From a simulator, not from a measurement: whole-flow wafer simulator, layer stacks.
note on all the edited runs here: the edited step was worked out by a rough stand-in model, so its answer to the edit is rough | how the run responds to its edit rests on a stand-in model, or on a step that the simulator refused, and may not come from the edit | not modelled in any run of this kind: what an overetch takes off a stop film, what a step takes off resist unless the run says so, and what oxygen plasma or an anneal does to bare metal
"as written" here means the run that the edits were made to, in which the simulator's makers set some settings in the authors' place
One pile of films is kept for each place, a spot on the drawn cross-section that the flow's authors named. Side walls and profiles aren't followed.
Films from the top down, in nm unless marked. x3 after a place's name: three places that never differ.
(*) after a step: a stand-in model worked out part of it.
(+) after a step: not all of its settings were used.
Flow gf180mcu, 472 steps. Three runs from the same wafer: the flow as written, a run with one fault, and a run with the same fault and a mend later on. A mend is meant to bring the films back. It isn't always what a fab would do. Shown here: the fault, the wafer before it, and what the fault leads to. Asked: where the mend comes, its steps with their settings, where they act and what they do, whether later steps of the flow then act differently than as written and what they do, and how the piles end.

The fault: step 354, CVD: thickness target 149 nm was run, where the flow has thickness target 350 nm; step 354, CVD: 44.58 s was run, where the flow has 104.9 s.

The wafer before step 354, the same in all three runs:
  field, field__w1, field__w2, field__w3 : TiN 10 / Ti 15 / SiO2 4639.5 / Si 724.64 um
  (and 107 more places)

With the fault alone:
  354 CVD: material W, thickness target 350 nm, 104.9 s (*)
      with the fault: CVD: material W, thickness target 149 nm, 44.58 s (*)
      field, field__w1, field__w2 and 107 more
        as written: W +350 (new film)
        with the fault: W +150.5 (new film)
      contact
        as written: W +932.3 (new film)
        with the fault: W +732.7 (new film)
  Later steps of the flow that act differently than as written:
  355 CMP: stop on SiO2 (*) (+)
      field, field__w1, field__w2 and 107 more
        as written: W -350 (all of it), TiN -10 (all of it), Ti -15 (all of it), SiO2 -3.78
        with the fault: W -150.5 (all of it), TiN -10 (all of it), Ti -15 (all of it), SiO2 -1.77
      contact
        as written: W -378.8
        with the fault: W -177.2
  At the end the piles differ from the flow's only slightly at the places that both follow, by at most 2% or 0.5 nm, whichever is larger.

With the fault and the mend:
  The mend comes after step 354.
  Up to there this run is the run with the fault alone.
  354a CVD: material W, thickness target 201 nm, 60.25 s (the flow's step 354 once more, with other settings)
      field, field__w1, field__w2 and 108 more
        W +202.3
  No later step of the flow acts differently than as written, at any place that is followed, by more than 2% or 0.5 nm, whichever is larger.
  At the end the piles differ from the flow's only slightly at the places that both follow, by at most 2% or 0.5 nm, whichever is larger.
